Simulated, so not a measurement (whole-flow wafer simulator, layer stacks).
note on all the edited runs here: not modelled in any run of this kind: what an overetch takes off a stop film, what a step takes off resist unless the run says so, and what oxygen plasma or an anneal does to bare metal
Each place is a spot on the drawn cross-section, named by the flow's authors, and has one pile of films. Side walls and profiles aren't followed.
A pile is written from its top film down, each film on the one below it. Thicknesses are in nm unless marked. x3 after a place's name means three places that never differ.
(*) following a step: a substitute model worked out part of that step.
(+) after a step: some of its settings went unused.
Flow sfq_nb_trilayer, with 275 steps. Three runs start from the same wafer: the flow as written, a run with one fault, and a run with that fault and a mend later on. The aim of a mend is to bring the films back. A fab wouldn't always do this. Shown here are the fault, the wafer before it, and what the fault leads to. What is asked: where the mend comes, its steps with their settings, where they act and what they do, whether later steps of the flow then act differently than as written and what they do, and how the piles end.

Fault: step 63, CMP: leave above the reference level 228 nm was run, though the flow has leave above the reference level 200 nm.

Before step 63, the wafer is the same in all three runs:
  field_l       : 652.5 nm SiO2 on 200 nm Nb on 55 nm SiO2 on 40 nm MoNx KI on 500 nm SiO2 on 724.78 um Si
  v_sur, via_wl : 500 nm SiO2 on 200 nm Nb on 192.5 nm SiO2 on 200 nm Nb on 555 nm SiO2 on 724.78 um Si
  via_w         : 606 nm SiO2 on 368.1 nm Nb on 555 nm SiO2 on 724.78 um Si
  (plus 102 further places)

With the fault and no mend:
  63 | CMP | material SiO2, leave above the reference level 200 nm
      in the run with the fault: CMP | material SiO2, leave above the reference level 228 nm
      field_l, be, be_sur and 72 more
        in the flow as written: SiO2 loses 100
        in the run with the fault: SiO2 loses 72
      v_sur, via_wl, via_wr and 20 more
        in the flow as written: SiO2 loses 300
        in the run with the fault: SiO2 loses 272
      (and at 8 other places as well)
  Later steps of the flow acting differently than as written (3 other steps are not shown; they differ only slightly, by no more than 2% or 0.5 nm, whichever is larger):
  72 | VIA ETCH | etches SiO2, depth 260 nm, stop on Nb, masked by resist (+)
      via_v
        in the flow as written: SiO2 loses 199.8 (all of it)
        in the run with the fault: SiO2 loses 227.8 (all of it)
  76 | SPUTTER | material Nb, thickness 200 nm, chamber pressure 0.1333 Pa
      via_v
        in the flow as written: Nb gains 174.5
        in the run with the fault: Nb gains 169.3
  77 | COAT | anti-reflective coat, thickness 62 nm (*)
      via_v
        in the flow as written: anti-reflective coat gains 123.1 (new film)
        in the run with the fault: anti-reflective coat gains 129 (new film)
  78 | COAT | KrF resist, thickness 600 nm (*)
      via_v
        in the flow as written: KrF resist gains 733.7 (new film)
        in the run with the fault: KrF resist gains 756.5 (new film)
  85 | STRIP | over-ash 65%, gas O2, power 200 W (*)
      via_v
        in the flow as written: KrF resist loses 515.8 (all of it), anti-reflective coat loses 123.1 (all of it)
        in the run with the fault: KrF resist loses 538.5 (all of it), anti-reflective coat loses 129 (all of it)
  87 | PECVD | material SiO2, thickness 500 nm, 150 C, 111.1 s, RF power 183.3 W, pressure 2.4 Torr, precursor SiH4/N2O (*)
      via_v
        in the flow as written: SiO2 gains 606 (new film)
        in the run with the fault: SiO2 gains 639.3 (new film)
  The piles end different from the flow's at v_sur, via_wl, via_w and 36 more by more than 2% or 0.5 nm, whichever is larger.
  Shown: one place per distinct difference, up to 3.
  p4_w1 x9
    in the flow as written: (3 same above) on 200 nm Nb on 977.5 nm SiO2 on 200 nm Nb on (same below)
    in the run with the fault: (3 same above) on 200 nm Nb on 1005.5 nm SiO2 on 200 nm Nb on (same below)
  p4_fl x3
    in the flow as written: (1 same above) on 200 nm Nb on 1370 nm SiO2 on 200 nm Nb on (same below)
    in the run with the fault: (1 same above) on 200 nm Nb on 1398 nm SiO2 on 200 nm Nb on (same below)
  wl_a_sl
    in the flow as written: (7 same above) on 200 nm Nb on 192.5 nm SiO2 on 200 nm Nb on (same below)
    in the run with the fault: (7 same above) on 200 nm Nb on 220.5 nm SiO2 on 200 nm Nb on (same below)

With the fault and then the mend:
  The mend follows step 70.
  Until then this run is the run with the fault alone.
  70a | STRIP | over-ash 65%, gas O2, power 200 W (*)
      field_l, v_sur, via_wl and 102 more
        KrF resist loses 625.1 (all of it), anti-reflective coat loses 62 (all of it)
      via_v
        anti-reflective coat loses 62 (all of it)
  70b | CMP | material SiO2, leave above the reference level 200 nm (a further turn of the flow's step 63)
      field_l, v_sur, via_wl and 103 more
        SiO2 loses 28
  70c | COAT | anti-reflective coat, thickness 62 nm (a further turn of the flow's step 65)
      field_l, v_sur, via_wl and 103 more
        anti-reflective coat gains 62 (new film)
  70d | COAT | KrF resist, thickness 650 nm (a further turn of the flow's step 66)
      field_l, v_sur, via_wl and 103 more
        KrF resist gains 650 (new film)
  70e | SOFTBAKE | KrF resist (a further turn of the flow's step 67)
      does not change any film at any place that is followed
  70f | EXPOSE | photomask I1, dose 11.91 mJ/cm2, NA 0.6, wavelength 248 nm (*) (a further turn of the flow's step 68)
      does not change any film at any place that is followed
  70g | PEB | KrF resist, 90 s (a further turn of the flow's step 69)
      field_l, v_sur, via_wl and 103 more
        KrF resist loses 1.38
  70h | DEVELOP | KrF resist, thickness 650 nm, 60 s (a further turn of the flow's step 70)
      field_l, v_sur, via_wl and 102 more
        KrF resist loses 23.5
      via_v
        KrF resist loses 648.6 (all of it)
  Every later step of the flow that is run acts as written at every place that is followed.
  By the end, the piles equal the flow's at every place that both follow.
